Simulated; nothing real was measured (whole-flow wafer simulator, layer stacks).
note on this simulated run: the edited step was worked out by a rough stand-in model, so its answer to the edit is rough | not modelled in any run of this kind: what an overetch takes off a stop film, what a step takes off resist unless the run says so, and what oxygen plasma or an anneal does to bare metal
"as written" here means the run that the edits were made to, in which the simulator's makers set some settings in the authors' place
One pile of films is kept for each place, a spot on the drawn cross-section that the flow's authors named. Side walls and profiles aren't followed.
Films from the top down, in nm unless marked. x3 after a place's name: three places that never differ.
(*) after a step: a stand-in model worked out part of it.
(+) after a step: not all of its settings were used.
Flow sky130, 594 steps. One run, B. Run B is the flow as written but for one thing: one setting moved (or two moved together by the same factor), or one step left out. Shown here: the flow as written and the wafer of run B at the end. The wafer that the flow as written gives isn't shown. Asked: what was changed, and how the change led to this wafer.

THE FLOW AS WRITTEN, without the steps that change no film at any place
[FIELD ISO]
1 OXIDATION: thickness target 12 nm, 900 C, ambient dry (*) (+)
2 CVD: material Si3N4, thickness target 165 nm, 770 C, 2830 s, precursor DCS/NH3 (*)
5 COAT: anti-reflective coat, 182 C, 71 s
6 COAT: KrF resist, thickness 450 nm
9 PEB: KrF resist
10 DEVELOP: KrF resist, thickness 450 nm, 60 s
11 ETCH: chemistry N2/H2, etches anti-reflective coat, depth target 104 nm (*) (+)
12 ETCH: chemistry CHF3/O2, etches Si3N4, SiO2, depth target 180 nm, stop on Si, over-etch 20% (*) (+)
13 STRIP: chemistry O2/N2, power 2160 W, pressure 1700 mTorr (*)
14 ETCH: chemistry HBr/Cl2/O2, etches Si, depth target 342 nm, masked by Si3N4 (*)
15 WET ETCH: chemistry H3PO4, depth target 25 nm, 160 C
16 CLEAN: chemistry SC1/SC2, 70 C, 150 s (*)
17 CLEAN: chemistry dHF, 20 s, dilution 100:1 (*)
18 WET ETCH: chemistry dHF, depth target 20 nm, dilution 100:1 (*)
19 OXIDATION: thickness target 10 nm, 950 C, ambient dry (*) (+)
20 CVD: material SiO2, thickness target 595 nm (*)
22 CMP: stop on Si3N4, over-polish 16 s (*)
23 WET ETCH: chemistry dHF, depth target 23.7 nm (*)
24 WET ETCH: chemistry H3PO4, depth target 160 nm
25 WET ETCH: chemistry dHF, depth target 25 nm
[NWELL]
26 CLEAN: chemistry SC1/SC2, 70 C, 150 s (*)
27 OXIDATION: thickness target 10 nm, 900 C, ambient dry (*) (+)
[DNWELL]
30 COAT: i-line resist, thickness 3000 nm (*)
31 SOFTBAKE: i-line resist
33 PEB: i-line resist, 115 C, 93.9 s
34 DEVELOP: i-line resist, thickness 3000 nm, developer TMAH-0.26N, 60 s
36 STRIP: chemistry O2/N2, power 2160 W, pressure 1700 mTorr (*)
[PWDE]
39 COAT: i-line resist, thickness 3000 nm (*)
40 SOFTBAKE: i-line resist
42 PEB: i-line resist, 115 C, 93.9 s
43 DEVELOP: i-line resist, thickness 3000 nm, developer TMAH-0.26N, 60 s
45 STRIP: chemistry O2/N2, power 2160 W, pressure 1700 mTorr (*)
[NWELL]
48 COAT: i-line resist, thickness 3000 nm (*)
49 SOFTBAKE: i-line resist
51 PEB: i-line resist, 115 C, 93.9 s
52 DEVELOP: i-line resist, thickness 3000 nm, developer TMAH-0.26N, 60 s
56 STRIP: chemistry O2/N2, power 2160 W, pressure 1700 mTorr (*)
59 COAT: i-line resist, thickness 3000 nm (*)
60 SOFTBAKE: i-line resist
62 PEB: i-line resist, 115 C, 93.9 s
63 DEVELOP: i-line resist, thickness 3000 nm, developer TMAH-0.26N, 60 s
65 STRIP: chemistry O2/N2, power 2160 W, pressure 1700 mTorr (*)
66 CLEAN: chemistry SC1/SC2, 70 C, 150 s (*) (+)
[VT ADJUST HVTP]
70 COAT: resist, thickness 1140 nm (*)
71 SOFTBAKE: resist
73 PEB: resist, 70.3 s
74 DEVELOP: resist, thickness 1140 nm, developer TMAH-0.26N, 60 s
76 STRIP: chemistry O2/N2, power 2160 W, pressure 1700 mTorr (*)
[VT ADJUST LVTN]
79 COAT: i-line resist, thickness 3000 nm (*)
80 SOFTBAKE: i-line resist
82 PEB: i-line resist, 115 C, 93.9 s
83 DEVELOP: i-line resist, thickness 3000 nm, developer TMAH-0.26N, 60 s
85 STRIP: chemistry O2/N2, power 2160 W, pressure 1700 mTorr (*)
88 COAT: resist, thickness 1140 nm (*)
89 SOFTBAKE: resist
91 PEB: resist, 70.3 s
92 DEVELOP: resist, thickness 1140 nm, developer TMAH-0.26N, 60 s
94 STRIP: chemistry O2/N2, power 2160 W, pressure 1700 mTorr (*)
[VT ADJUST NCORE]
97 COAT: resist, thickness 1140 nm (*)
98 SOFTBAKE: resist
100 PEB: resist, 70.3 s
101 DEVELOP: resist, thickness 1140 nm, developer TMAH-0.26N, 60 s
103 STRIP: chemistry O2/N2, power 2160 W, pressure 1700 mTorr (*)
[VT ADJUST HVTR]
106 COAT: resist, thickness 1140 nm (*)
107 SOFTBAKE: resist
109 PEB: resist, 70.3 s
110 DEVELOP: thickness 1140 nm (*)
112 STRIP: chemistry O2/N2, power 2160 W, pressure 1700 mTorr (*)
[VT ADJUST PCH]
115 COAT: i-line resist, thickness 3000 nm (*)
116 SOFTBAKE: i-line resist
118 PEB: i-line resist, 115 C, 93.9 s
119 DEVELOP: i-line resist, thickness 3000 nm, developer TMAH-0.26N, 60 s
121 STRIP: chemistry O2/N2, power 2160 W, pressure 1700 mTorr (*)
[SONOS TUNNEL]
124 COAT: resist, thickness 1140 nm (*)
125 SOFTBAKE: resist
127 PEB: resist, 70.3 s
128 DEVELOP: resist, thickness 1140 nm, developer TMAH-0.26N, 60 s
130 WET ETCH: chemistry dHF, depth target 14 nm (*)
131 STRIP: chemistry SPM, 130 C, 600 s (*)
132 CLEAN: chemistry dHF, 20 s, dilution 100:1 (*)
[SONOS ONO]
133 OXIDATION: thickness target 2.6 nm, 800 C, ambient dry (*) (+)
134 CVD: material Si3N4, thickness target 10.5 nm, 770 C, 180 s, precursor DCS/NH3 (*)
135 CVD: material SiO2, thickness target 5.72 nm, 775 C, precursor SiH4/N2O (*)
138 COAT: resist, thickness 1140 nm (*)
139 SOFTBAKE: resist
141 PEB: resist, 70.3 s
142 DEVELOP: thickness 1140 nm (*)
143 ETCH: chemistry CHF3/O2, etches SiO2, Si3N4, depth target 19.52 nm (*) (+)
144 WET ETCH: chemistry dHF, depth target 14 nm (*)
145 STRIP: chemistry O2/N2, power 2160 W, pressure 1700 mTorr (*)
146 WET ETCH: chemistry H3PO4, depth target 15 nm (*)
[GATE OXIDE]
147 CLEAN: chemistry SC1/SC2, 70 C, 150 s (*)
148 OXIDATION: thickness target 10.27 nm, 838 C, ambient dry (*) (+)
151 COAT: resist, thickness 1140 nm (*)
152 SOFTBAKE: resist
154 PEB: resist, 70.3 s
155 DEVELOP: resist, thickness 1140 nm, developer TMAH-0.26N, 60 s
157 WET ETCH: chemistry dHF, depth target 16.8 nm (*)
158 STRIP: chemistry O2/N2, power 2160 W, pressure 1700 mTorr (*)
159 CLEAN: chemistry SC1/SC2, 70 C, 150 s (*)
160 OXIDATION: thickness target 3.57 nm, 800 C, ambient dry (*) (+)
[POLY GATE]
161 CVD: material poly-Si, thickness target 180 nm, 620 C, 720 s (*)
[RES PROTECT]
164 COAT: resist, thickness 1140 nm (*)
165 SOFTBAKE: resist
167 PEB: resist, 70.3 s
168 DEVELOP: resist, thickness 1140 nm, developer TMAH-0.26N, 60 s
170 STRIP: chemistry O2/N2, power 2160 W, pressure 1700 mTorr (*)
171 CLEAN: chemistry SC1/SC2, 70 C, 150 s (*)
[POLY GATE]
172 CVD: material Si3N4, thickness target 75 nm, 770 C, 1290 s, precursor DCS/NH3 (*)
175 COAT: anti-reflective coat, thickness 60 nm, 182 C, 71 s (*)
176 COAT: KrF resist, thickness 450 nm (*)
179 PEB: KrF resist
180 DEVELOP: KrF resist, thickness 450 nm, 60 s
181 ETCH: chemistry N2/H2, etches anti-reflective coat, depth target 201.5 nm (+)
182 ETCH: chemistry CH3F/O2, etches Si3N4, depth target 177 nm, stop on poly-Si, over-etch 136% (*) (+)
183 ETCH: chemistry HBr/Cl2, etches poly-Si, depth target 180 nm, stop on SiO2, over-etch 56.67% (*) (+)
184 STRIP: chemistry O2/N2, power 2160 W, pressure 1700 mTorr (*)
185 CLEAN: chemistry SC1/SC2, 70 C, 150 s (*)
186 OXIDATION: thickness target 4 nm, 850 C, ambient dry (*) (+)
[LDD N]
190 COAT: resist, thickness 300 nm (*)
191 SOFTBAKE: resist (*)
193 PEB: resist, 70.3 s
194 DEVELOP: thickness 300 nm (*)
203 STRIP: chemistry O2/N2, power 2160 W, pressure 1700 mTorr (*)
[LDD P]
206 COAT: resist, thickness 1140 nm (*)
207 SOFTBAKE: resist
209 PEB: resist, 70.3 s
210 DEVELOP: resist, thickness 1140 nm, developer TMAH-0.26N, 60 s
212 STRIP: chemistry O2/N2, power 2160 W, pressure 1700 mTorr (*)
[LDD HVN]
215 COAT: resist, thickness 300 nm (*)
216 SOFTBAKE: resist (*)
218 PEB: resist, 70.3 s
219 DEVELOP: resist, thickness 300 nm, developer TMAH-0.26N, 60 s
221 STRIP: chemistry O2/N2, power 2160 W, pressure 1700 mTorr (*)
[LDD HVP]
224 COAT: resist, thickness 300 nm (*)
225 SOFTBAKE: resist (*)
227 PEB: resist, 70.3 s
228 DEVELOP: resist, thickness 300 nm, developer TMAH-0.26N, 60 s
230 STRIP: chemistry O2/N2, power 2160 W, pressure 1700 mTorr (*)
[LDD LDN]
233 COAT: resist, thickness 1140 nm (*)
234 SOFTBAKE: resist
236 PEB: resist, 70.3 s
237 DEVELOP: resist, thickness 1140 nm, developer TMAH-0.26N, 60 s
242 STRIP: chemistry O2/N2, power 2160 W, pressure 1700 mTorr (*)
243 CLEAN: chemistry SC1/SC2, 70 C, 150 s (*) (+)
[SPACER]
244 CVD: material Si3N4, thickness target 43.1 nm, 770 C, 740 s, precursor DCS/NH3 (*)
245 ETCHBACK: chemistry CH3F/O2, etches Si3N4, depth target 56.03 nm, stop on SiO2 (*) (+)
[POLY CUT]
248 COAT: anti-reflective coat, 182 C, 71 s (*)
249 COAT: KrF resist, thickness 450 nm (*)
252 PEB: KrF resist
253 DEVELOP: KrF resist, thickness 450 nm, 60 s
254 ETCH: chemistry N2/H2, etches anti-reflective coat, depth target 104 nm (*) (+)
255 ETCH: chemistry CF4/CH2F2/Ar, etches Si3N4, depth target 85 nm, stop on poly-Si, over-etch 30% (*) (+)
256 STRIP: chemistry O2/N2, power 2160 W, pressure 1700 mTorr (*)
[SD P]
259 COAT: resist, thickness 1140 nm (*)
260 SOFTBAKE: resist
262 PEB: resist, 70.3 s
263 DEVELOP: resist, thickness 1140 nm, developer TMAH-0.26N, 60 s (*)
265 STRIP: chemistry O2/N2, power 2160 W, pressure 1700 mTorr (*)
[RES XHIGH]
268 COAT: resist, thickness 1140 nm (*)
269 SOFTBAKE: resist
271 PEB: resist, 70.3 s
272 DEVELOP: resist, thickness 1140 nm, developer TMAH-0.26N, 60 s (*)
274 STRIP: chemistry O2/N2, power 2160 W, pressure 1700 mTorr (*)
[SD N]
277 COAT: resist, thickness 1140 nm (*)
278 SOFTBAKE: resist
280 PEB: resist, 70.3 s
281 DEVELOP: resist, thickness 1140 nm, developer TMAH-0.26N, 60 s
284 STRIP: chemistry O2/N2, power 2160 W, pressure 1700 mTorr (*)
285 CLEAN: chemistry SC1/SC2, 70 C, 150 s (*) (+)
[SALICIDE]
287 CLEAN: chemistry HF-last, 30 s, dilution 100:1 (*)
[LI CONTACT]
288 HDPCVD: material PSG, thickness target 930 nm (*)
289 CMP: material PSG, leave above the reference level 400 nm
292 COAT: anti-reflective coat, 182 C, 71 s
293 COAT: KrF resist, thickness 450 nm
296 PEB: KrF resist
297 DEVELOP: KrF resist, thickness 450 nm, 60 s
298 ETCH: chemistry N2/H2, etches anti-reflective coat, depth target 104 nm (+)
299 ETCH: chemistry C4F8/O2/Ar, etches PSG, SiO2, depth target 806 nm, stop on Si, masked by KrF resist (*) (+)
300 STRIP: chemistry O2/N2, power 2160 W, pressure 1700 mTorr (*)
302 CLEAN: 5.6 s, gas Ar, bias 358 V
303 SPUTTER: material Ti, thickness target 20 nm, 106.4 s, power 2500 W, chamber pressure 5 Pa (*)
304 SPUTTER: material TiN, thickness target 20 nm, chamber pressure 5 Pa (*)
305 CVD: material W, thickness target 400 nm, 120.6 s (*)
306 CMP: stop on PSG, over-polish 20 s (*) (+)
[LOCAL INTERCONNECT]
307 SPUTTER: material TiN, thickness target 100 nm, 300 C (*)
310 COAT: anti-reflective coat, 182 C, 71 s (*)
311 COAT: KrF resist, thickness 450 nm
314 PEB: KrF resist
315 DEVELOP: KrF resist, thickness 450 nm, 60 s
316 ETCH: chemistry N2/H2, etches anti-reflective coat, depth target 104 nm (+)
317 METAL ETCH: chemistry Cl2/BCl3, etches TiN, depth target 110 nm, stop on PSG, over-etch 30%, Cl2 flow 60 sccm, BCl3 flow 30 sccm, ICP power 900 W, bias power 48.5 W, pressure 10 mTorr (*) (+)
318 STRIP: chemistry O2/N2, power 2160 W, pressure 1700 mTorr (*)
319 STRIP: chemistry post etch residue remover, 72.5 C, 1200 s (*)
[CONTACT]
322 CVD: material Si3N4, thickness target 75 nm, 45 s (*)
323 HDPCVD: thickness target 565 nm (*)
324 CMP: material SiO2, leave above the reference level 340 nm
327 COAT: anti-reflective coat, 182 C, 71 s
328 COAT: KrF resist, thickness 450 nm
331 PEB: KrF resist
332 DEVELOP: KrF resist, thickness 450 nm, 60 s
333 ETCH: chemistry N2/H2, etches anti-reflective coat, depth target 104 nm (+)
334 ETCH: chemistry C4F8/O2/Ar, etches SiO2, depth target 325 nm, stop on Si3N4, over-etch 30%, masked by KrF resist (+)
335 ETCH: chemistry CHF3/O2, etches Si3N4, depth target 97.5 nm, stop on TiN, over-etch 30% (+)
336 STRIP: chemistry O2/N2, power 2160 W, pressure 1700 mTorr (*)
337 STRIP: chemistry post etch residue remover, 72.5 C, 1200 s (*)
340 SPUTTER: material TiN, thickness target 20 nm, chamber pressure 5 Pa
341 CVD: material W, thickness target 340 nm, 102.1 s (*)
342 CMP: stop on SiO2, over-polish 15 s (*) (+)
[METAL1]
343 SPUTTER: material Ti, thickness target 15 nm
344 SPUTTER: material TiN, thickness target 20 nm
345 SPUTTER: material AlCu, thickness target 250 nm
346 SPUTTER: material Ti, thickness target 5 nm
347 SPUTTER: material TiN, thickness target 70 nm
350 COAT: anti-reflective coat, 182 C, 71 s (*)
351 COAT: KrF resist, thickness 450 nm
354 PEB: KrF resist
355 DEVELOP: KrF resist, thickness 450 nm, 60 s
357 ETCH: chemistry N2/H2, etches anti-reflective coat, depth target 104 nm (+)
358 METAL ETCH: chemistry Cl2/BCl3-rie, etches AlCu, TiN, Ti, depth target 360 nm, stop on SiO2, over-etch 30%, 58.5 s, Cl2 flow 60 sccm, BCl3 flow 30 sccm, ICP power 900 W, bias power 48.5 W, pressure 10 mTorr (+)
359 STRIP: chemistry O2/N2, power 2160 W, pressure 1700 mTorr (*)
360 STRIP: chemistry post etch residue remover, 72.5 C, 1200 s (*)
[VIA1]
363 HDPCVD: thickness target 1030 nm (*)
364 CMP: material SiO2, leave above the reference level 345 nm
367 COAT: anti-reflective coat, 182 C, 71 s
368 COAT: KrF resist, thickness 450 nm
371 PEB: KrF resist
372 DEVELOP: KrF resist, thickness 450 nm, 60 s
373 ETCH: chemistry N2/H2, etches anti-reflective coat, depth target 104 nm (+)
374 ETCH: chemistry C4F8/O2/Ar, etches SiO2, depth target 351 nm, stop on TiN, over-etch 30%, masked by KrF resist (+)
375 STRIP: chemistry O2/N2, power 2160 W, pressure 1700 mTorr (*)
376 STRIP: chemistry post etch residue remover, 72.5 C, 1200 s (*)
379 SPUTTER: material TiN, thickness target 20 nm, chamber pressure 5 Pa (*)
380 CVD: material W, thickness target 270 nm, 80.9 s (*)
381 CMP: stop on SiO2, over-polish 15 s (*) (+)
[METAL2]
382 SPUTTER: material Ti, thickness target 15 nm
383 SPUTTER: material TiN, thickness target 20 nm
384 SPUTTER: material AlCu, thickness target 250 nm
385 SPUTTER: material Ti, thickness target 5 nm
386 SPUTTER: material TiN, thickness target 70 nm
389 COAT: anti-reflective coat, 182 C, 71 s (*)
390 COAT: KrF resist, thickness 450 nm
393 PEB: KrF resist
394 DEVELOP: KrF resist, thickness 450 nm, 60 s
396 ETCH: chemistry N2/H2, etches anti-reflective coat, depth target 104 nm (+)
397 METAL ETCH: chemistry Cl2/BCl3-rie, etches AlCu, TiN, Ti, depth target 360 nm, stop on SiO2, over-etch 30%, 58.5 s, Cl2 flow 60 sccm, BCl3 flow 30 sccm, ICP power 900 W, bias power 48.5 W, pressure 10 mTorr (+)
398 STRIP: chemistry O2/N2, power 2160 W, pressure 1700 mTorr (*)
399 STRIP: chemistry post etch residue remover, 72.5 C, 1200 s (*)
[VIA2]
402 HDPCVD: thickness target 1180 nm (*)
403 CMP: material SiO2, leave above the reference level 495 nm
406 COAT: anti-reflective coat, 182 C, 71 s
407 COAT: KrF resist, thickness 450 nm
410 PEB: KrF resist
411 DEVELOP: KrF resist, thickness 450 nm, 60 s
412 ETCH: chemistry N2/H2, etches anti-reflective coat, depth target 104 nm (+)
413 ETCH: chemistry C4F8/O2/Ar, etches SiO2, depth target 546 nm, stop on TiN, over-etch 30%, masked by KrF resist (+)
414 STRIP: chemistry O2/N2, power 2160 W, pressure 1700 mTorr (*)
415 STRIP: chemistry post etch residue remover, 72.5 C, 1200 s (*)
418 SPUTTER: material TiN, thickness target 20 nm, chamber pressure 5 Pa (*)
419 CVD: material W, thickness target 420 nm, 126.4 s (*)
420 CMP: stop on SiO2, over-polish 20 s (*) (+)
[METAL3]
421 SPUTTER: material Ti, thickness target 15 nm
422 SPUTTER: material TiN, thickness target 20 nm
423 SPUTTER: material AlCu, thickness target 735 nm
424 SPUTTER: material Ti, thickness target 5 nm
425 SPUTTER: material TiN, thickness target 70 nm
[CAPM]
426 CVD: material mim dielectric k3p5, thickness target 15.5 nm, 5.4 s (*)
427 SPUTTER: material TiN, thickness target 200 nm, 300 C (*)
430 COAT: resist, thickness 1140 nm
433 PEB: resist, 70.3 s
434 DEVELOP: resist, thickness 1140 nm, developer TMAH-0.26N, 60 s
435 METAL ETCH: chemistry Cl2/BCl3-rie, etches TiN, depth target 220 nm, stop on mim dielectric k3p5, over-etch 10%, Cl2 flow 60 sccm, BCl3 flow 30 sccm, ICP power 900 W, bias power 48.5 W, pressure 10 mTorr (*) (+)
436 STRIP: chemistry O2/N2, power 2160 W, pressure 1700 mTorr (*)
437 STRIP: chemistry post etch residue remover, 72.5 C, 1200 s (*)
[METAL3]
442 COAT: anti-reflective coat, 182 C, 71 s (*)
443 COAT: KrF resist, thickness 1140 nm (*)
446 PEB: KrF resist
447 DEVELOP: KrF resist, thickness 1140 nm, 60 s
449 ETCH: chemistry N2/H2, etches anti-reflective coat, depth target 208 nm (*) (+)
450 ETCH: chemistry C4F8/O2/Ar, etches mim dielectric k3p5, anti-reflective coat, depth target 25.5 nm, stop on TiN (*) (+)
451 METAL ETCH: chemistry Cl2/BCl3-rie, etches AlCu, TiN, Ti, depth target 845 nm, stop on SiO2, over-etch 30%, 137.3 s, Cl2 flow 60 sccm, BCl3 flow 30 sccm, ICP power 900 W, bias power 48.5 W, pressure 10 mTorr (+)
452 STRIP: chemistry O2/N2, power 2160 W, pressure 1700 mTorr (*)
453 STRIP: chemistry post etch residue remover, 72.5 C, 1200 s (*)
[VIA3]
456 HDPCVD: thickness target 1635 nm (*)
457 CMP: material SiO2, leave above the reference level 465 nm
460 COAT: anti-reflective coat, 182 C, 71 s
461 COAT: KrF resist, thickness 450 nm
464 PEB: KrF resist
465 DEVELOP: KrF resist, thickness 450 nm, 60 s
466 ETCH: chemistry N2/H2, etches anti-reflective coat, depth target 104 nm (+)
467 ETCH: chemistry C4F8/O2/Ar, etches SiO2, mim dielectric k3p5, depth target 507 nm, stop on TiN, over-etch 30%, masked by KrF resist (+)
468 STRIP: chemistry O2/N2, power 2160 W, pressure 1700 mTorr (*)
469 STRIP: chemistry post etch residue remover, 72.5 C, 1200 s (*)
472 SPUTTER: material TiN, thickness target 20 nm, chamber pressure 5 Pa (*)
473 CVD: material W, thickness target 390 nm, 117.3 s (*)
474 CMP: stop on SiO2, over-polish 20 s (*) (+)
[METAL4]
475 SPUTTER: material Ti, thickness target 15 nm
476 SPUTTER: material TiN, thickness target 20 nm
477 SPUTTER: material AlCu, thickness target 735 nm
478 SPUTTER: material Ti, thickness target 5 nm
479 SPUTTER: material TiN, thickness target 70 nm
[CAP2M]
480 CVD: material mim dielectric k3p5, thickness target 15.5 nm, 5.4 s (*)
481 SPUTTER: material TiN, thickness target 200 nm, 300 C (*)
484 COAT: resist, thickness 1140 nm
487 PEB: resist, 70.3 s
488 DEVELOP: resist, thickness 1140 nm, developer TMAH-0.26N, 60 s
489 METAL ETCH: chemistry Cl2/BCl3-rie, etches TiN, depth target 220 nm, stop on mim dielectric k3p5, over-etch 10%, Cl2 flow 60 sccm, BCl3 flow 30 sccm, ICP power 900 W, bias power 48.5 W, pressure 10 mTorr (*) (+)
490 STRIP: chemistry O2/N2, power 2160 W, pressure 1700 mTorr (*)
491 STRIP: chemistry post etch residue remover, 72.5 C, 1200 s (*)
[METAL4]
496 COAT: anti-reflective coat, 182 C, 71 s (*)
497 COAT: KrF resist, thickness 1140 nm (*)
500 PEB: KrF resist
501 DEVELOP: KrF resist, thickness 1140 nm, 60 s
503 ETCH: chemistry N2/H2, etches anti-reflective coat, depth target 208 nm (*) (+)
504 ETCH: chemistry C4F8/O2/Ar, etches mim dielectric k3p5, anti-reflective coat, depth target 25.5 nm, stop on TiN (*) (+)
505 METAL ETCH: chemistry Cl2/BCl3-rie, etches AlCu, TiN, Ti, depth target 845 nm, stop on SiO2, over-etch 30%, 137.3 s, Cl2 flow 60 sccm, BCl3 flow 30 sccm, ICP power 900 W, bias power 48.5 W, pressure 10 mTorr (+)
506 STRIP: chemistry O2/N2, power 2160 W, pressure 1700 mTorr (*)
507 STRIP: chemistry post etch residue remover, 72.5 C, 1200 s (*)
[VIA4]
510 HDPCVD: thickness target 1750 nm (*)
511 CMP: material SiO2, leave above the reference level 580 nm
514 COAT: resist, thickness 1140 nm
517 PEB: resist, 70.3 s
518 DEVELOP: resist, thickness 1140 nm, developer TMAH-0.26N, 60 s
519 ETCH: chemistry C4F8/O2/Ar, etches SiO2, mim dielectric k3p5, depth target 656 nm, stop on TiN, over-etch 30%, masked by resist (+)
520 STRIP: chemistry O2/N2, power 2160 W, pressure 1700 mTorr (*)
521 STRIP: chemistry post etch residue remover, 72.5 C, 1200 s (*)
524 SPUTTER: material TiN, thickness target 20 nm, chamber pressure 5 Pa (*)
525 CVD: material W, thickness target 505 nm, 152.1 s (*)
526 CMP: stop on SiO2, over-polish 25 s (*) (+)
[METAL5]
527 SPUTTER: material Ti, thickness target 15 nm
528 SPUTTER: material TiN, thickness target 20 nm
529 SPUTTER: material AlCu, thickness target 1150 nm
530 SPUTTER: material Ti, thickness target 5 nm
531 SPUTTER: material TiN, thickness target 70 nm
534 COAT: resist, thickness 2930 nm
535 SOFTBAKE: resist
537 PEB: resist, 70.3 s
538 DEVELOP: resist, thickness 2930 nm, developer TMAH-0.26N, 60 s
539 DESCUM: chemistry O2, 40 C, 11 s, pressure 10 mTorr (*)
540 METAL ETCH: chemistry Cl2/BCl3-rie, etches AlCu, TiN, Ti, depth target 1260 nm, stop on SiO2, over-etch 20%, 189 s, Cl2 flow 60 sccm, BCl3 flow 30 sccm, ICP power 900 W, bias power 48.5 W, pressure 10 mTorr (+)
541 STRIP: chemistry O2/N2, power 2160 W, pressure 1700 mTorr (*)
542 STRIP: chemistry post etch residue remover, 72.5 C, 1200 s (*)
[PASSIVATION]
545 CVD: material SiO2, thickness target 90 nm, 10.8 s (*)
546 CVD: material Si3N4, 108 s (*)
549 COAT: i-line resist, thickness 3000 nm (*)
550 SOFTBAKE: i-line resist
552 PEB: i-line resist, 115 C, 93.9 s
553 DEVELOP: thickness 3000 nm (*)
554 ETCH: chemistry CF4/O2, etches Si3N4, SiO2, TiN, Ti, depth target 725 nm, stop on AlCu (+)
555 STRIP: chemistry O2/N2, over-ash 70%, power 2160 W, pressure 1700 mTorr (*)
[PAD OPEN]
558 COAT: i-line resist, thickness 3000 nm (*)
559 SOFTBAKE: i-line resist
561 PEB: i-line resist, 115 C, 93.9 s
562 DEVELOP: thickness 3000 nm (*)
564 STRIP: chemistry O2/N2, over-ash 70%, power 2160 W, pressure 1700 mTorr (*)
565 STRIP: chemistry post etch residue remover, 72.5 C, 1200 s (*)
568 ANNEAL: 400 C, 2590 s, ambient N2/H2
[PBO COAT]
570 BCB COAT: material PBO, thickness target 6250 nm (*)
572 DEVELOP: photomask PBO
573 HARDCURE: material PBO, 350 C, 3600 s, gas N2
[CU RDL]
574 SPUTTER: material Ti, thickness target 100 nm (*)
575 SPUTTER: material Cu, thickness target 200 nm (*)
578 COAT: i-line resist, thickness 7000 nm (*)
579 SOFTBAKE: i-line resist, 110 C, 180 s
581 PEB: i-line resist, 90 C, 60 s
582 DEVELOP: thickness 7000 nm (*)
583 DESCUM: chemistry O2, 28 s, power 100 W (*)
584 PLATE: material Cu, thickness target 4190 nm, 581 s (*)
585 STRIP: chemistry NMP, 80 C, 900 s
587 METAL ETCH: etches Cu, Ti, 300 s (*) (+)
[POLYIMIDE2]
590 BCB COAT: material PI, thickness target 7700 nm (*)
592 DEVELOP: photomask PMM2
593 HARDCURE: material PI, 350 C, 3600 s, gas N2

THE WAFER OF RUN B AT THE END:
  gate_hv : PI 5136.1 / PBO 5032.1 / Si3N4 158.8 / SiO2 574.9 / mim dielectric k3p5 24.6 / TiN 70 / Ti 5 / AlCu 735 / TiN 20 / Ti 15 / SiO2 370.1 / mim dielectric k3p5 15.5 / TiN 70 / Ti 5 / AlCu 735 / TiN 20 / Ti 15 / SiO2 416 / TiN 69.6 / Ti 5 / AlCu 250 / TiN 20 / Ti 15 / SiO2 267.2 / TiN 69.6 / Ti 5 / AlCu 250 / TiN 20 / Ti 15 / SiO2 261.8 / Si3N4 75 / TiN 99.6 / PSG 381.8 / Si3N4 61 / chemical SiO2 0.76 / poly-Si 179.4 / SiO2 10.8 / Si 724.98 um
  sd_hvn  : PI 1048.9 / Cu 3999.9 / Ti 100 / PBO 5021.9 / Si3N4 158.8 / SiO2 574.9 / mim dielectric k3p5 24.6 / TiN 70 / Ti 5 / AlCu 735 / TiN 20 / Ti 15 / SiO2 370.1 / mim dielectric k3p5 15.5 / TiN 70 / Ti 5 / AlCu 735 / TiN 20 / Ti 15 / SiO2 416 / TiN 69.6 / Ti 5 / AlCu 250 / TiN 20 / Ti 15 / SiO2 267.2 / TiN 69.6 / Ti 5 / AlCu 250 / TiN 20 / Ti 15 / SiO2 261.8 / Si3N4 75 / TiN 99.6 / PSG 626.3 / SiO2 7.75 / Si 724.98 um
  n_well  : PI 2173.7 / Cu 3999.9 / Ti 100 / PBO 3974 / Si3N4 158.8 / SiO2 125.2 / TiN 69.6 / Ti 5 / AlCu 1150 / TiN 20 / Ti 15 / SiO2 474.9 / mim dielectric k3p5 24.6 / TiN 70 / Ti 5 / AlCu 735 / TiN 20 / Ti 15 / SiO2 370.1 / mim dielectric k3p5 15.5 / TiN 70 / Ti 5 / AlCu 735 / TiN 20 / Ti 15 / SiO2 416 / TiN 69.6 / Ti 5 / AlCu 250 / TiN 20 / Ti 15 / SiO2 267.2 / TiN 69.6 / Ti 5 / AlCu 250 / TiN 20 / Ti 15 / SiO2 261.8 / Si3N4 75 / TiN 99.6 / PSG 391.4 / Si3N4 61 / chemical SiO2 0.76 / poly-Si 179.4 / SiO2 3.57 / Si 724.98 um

The cause: step 480, CVD: thickness target 24.6 nm was run, where the flow has thickness target 15.5 nm; step 480, CVD: 8.59 s was run, where the flow has 5.4 s.
It can be read off the wafer: gate_hv has mim dielectric k3p5 24.6, and step 480 as written asks for 15.5 nm.

How the change led to this, step by step:
  480 CVD: material mim dielectric k3p5, thickness target 15.5 nm, 5.4 s (*)
      field, active, n_well and 189 more: mim dielectric k3p5 +24.6 (new film) (as written it would be: mim dielectric k3p5 +15.5 (new film))
  504 ETCH: chemistry C4F8/O2/Ar, etches mim dielectric k3p5, anti-reflective coat, depth target 25.5 nm, stop on TiN (*) (+)
      n_well, p_well, gate_hv and 102 more: KrF resist -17 (as written it would be: KrF resist -15.5)
      field, active, gate and 85 more: mim dielectric k3p5 -24.6 (all of it) (as written it would be: mim dielectric k3p5 -15.5 (all of it))
  519 ETCH: chemistry C4F8/O2/Ar, etches SiO2, mim dielectric k3p5, depth target 656 nm, stop on TiN, over-etch 30%, masked by resist (+)
      m1: SiO2 -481 (all of it), mim dielectric k3p5 -24.6 (all of it) (as written it would be: SiO2 -490.1 (all of it), mim dielectric k3p5 -15.5 (all of it))
      via4_hole: SiO2 -480.4 (all of it), mim dielectric k3p5 -24.6 (all of it) (as written it would be: SiO2 -489.5 (all of it), mim dielectric k3p5 -15.5 (all of it))
